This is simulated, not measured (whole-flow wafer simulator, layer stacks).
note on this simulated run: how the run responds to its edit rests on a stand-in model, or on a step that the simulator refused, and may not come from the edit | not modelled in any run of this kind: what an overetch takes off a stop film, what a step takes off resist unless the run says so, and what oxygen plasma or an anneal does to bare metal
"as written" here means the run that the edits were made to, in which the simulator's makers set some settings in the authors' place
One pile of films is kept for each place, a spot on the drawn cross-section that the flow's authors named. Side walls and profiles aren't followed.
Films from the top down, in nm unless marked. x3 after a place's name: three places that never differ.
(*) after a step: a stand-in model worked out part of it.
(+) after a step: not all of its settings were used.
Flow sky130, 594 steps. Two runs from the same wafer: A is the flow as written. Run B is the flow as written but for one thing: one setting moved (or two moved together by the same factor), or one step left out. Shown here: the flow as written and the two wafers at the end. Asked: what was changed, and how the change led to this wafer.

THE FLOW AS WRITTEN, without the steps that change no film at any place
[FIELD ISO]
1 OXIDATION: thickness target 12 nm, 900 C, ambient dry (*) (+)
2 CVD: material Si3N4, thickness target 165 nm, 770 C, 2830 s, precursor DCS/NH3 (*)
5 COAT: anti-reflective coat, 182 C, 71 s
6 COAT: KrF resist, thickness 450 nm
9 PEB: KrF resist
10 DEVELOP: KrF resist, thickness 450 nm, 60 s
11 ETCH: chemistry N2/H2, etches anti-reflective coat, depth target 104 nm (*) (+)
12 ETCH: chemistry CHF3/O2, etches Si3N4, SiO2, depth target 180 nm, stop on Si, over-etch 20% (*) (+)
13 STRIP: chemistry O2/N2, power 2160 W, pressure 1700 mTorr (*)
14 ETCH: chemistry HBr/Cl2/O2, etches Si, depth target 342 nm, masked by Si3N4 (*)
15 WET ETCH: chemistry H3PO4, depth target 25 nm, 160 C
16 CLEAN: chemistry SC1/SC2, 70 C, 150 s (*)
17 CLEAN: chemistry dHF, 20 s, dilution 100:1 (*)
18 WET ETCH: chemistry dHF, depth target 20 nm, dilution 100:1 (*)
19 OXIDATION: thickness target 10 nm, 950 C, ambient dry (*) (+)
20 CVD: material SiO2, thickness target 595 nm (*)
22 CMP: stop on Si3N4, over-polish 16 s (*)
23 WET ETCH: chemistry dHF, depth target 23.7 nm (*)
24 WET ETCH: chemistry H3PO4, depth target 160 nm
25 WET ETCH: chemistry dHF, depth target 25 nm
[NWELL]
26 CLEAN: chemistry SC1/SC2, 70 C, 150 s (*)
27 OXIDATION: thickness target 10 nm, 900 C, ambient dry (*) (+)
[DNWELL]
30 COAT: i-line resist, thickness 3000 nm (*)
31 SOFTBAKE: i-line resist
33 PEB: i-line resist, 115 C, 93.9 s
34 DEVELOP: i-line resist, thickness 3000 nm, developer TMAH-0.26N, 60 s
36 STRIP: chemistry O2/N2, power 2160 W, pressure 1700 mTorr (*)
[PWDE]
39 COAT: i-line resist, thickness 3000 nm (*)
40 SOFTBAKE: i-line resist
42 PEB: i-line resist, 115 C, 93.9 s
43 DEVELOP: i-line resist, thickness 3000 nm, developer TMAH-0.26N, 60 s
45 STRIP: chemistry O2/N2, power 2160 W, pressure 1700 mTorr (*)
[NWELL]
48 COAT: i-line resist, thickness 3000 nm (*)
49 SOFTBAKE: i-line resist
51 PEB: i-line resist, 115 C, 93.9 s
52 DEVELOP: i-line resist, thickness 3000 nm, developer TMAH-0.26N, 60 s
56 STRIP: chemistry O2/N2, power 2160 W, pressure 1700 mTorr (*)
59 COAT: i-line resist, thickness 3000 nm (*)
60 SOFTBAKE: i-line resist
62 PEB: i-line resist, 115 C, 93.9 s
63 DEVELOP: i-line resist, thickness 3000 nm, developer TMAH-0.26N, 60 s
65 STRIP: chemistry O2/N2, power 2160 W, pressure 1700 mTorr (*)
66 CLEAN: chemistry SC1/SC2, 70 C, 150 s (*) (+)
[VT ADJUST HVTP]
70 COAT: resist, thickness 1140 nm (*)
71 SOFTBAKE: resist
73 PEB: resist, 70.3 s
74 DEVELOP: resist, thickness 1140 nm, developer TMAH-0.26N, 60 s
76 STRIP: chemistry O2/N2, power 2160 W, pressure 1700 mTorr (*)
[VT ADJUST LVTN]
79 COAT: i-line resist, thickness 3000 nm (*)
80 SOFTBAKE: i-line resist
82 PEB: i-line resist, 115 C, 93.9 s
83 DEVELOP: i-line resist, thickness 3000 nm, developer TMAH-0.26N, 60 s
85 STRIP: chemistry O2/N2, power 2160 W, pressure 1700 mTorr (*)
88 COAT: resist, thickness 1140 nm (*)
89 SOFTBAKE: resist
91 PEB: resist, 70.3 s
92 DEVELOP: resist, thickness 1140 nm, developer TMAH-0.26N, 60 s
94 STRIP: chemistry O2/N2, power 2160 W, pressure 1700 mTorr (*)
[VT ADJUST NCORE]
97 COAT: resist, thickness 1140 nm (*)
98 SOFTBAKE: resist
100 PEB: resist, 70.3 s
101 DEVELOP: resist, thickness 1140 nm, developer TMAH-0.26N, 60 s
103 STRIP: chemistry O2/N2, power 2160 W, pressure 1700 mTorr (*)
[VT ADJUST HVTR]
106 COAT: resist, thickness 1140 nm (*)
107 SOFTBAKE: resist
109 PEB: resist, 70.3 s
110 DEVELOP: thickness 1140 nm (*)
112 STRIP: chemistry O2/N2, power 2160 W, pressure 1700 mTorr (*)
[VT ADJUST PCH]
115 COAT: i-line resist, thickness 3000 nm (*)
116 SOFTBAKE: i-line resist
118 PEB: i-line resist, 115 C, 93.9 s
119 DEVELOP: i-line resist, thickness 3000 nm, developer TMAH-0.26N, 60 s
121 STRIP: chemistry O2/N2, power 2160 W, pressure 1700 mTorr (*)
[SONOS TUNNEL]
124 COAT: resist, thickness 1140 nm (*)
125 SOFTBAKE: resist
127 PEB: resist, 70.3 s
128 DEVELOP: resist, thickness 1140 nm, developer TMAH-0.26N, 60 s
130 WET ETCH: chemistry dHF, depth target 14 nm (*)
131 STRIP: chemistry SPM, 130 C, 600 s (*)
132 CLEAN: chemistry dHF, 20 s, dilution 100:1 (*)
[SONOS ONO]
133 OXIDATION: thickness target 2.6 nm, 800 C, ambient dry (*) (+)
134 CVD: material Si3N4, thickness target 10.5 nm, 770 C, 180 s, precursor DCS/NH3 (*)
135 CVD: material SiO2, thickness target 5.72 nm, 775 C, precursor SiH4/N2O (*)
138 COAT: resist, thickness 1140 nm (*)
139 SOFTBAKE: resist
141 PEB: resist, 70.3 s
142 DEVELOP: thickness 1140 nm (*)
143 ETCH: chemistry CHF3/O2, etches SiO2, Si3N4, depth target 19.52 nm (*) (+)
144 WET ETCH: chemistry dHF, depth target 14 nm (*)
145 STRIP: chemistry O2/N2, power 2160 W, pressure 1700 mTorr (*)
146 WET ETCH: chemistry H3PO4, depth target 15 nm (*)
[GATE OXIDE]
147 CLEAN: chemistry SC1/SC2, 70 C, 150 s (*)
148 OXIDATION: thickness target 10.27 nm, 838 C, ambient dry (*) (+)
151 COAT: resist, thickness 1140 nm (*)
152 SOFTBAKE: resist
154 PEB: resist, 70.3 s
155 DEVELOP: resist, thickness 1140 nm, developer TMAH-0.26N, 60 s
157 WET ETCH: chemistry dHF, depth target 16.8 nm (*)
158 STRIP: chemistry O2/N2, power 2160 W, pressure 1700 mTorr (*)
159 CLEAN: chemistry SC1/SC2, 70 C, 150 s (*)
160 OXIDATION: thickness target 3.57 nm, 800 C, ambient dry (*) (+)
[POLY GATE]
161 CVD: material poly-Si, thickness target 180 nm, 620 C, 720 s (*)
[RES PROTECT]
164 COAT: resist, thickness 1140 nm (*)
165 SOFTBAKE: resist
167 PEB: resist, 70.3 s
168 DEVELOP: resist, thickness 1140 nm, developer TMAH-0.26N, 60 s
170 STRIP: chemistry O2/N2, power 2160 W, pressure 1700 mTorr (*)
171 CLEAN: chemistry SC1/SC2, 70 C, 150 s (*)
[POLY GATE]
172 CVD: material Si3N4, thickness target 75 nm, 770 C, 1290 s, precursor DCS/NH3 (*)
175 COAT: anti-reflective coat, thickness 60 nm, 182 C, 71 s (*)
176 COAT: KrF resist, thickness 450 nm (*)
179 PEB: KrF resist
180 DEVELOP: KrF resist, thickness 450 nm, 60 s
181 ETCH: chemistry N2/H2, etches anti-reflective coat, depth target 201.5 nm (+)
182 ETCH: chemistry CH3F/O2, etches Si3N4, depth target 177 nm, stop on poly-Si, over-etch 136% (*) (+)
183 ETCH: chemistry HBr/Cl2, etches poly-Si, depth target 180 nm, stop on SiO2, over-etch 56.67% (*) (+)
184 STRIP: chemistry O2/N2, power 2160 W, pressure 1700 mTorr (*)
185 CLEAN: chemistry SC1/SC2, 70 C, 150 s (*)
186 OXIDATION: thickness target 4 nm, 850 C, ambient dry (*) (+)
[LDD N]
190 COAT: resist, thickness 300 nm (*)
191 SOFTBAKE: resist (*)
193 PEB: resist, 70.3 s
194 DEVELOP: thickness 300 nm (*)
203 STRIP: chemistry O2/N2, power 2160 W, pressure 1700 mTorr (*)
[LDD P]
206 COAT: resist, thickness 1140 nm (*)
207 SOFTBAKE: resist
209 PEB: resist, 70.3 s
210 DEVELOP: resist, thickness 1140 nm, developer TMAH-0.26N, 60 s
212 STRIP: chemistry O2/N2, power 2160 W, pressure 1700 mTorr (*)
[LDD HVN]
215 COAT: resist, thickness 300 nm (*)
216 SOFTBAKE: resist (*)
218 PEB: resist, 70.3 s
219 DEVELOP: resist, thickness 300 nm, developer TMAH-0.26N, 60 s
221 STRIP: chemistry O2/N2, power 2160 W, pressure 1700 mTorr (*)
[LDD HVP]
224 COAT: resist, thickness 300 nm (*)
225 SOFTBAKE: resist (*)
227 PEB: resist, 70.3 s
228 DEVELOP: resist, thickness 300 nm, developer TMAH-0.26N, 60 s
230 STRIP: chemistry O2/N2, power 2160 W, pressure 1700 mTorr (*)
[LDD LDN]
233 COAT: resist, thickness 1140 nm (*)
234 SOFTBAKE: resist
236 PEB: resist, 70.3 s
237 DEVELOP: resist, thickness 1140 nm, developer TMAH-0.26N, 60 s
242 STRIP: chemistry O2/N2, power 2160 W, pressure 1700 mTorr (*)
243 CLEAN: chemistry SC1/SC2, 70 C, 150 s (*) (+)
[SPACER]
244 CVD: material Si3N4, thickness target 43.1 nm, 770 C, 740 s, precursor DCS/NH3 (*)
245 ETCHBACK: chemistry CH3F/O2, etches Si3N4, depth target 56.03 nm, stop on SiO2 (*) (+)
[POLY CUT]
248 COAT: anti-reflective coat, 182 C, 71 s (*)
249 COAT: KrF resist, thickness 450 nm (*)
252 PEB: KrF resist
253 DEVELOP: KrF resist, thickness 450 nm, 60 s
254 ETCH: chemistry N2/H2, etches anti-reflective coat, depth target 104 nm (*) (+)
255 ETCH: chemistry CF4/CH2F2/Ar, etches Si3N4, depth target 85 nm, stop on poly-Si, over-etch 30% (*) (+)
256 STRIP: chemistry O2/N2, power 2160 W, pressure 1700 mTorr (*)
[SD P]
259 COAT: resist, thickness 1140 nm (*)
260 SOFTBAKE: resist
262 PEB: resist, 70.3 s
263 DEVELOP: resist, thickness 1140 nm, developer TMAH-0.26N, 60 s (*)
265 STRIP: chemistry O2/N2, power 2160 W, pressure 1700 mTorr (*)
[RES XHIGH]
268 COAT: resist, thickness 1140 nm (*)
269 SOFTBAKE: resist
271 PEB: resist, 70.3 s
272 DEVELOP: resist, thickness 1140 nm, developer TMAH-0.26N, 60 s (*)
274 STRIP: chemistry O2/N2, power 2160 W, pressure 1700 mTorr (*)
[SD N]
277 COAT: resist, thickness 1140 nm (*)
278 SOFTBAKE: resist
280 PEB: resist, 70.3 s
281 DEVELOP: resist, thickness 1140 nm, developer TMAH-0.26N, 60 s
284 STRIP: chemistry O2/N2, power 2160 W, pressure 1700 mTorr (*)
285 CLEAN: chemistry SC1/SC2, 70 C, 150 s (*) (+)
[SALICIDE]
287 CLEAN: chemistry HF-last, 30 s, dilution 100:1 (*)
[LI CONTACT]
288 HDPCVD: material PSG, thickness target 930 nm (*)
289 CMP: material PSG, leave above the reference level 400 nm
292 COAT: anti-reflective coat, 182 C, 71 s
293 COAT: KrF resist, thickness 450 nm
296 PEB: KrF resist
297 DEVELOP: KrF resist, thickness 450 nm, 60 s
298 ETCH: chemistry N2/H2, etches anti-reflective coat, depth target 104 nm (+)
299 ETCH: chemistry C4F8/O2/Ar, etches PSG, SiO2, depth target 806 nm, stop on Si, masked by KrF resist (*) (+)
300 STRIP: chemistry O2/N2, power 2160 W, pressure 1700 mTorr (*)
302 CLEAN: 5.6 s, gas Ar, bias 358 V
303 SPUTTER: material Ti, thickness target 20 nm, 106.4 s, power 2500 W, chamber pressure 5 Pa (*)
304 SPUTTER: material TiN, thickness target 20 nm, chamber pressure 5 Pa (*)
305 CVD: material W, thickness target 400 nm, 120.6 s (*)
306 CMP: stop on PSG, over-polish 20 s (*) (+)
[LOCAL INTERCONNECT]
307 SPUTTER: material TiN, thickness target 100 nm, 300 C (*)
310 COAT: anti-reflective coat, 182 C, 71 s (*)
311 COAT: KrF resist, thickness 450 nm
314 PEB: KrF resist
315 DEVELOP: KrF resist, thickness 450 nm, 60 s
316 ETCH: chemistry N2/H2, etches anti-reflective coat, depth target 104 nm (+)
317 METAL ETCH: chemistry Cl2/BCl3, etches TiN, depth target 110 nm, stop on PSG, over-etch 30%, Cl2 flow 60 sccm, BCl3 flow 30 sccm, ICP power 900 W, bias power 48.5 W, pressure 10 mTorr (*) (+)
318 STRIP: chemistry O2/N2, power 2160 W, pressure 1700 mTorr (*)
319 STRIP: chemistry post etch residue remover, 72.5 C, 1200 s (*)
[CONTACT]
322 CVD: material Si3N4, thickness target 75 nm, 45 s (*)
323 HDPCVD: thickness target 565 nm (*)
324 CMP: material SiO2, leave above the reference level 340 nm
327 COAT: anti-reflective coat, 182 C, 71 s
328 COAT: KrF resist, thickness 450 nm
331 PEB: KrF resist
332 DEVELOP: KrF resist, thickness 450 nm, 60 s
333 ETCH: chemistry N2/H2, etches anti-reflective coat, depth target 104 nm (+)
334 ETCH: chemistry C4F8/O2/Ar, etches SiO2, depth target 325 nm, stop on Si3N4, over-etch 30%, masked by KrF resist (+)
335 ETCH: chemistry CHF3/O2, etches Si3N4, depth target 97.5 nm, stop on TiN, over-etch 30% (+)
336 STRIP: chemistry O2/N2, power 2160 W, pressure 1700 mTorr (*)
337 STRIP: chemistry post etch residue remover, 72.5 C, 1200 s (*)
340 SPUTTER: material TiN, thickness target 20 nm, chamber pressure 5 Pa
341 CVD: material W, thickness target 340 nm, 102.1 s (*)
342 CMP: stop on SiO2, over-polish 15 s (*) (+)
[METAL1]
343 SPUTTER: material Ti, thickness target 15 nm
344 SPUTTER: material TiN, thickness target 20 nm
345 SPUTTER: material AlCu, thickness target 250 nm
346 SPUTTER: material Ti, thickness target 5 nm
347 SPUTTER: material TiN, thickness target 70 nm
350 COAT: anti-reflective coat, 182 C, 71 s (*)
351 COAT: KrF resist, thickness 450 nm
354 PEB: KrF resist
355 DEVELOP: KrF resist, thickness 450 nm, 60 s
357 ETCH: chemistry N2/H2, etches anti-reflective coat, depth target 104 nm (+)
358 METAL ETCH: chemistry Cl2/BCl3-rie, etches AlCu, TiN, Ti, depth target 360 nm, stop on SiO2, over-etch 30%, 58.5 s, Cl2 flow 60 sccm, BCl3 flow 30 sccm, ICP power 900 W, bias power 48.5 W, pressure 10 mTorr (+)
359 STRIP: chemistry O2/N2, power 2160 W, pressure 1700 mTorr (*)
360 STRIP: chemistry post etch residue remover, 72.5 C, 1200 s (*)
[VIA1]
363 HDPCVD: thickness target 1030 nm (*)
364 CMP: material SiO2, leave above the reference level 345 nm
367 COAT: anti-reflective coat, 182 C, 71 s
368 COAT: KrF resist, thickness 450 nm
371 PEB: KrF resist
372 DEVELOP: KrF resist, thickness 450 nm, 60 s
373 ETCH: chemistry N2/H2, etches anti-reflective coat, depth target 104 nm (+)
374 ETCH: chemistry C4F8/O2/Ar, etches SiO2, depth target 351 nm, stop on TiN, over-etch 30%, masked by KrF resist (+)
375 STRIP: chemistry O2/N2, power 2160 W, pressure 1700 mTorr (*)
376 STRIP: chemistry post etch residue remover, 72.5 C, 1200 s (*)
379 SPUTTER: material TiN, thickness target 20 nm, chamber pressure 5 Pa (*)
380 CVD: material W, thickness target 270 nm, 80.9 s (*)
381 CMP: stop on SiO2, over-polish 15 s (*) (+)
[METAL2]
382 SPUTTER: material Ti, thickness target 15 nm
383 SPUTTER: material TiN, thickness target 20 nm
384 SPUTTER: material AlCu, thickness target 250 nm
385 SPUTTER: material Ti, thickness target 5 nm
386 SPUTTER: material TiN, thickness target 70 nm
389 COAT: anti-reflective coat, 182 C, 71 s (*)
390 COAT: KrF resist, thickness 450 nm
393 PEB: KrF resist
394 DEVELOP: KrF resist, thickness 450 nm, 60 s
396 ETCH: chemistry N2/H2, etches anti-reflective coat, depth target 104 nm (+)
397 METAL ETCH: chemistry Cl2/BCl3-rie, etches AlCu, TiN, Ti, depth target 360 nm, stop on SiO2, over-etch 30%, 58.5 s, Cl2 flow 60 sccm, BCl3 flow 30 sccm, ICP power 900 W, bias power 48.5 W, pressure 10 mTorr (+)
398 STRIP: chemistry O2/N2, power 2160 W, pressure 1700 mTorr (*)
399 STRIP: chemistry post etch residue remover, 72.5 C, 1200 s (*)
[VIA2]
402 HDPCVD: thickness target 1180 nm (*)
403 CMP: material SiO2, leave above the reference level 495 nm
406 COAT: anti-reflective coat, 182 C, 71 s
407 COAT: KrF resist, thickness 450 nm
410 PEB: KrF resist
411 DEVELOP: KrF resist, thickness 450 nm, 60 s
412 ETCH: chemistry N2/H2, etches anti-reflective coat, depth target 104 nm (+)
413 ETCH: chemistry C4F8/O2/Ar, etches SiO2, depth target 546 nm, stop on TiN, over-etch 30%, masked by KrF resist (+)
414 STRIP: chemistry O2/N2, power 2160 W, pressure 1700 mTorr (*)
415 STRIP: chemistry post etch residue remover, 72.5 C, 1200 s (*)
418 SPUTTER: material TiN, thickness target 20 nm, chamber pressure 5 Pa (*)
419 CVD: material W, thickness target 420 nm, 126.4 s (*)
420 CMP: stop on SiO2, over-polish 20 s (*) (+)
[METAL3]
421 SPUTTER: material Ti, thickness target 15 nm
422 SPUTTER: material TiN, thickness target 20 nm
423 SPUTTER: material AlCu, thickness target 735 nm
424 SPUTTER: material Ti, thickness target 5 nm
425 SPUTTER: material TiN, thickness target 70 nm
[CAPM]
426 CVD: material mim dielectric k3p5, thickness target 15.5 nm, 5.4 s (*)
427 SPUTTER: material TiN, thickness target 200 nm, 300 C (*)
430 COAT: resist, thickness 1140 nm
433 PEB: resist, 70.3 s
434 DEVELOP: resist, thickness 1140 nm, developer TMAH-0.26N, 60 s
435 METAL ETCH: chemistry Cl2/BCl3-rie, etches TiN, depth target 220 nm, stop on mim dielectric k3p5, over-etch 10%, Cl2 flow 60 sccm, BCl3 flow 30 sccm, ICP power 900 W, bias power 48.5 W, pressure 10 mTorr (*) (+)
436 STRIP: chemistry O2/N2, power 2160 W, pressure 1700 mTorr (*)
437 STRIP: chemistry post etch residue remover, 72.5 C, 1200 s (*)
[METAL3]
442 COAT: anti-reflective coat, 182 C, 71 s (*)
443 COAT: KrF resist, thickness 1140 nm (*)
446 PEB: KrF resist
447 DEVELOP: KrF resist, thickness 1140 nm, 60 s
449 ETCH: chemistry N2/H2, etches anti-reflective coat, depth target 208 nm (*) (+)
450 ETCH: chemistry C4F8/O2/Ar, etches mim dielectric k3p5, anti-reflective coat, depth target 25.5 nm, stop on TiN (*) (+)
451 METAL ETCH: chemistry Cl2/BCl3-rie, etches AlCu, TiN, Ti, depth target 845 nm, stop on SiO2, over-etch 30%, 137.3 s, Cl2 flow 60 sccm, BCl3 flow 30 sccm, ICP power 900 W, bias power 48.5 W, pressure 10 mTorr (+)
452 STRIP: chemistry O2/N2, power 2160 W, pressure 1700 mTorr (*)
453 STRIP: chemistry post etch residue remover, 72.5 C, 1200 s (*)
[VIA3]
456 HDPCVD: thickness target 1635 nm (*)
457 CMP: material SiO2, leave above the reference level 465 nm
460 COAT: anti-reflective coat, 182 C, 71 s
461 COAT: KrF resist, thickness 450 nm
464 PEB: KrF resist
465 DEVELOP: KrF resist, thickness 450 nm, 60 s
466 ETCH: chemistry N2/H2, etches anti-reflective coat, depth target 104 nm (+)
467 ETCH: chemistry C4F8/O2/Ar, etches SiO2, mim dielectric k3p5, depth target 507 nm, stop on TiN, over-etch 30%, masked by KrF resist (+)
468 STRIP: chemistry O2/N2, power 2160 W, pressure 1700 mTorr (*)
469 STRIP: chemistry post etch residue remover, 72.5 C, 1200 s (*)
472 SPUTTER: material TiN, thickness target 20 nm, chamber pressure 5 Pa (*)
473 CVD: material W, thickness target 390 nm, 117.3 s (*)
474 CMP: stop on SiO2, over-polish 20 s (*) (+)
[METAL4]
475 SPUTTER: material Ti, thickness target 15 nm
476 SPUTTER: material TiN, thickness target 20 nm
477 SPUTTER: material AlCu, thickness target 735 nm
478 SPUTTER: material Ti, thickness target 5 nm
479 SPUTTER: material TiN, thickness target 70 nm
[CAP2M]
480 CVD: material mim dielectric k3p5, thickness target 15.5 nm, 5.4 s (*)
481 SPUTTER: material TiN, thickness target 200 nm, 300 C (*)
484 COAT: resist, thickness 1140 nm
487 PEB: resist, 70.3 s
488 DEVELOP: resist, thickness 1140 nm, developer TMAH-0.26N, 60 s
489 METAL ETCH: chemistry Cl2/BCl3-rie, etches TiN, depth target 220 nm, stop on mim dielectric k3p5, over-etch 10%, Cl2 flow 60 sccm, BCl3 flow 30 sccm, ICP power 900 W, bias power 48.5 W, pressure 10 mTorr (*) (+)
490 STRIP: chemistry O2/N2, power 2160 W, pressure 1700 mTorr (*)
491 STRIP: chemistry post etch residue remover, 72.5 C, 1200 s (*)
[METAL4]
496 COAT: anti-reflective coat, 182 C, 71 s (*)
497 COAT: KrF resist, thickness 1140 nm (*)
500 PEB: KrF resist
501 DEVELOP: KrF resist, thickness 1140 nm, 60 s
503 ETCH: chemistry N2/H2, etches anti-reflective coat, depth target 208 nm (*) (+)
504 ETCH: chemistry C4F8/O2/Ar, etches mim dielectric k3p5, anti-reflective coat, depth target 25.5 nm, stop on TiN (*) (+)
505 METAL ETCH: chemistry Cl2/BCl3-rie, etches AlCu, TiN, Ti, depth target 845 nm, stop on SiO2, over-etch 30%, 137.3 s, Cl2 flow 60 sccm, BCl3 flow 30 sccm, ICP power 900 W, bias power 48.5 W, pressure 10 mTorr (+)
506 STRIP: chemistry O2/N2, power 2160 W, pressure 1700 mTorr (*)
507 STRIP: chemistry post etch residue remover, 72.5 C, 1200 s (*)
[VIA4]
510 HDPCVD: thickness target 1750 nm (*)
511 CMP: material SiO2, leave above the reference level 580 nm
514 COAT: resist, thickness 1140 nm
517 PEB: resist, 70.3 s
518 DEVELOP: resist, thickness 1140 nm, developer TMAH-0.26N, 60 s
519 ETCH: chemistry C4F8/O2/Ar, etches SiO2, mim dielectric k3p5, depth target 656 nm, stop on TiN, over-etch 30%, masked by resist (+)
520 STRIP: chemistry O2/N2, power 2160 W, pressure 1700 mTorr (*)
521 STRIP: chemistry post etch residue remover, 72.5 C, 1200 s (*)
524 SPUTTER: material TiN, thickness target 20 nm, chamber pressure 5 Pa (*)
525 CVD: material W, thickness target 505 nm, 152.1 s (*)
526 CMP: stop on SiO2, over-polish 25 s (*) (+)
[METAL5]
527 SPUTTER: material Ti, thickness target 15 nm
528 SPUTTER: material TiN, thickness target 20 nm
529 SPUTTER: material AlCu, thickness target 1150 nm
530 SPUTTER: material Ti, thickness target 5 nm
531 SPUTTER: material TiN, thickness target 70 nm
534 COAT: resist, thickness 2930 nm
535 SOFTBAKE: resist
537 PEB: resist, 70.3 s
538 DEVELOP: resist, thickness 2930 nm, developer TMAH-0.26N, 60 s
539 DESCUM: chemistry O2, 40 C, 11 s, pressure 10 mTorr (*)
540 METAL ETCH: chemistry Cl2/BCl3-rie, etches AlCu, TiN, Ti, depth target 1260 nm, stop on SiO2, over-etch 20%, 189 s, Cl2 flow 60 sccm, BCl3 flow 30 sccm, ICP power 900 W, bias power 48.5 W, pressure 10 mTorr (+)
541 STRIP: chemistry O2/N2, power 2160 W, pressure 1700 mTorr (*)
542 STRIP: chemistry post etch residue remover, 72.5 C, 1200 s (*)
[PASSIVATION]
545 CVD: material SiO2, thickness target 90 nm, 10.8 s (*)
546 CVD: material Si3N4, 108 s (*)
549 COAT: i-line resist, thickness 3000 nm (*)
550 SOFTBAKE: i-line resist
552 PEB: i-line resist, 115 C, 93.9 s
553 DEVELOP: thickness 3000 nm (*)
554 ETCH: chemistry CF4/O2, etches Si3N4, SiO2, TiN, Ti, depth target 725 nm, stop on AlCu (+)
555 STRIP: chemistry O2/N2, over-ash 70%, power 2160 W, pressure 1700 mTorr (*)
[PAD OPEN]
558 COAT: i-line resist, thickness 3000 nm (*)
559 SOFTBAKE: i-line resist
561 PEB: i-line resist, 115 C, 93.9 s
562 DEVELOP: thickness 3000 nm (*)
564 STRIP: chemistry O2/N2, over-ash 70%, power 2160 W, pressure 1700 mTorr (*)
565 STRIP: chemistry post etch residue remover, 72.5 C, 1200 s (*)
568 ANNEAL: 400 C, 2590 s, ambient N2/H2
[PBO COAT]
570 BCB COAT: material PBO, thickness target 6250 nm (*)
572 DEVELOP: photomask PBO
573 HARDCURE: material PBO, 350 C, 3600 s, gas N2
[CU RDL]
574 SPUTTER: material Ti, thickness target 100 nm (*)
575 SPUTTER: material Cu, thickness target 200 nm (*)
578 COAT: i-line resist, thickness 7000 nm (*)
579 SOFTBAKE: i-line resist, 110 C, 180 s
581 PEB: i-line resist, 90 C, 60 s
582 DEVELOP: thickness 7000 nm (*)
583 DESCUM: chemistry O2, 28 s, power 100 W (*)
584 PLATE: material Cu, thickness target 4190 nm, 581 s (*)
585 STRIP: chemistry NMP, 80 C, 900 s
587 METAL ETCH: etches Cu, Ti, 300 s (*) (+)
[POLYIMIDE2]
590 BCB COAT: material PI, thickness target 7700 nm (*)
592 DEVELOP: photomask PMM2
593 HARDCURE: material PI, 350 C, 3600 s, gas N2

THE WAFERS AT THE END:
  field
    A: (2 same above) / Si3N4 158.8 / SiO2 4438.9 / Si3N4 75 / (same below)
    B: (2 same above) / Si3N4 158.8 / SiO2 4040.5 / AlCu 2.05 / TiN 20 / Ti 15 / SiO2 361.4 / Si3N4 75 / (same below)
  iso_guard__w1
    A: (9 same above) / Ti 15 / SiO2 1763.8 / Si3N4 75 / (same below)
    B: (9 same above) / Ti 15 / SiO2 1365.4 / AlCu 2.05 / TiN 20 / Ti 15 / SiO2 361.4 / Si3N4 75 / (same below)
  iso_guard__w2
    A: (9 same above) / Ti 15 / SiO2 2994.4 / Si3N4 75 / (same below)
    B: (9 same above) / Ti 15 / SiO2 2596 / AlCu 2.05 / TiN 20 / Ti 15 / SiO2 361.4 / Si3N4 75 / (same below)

The cause: step 358, METAL ETCH: depth target 243 nm was run, where the flow has depth target 360 nm; step 358, METAL ETCH: 39.5 s was run, where the flow has 58.5 s.

How the change led to this, step by step:
  358 METAL ETCH: chemistry Cl2/BCl3-rie, etches AlCu, TiN, Ti, depth target 360 nm, stop on SiO2, over-etch 30%, 58.5 s, Cl2 flow 60 sccm, BCl3 flow 30 sccm, ICP power 900 W, bias power 48.5 W, pressure 10 mTorr (+)
      field, active, gate and 81 more: A TiN -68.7 (all of it), Ti -5 (all of it), AlCu -250 (all of it), TiN -20 (all of it), Ti -15 (all of it), SiO2 -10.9 | B TiN -68.7 (all of it), Ti -5 (all of it), AlCu -242.2
      n_well, p_well, sd_n and 83 more: A KrF resist -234 | B KrF resist -157.9
      (and at 21 more places)
  359 STRIP: chemistry O2/N2, power 2160 W, pressure 1700 mTorr (*)
      n_well, p_well, gate_hv and 100 more: A KrF resist -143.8 (all of it), anti-reflective coat -80 (all of it) | B KrF resist -219.9 (all of it), anti-reflective coat -80 (all of it)
      poly_licon, ndiff_licon, ndiff_licon_cpp, rpo_hd_licon: A KrF resist -143.9 (all of it), anti-reflective coat -80.5 (all of it) | B KrF resist -219.9 (all of it), anti-reflective coat -80.5 (all of it)
  360 STRIP: chemistry post etch residue remover, 72.5 C, 1200 s (*)
      field, active, gate and 81 more: A nothing | B AlCu -5.72
  363 HDPCVD: thickness target 1030 nm (*)
      field, active, gate and 81 more: A SiO2 +1030 | B SiO2 +1030 (new film)
  364 CMP: material SiO2, leave above the reference level 345 nm
      field, active, gate and 81 more: A SiO2 -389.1 | B SiO2 -437
Counting metal films that touch as one body, field has 1 body; the flow as written gives 0 bodies.
Counting metal films that touch as one body, iso_guard__w1 has 2 bodies (between them, from the top down: SiO2 1365.4); the flow as written gives 1 body.
Counting metal films that touch as one body, iso_guard__w2 has 2 bodies (between them, from the top down: SiO2 2596); the flow as written gives 1 body.
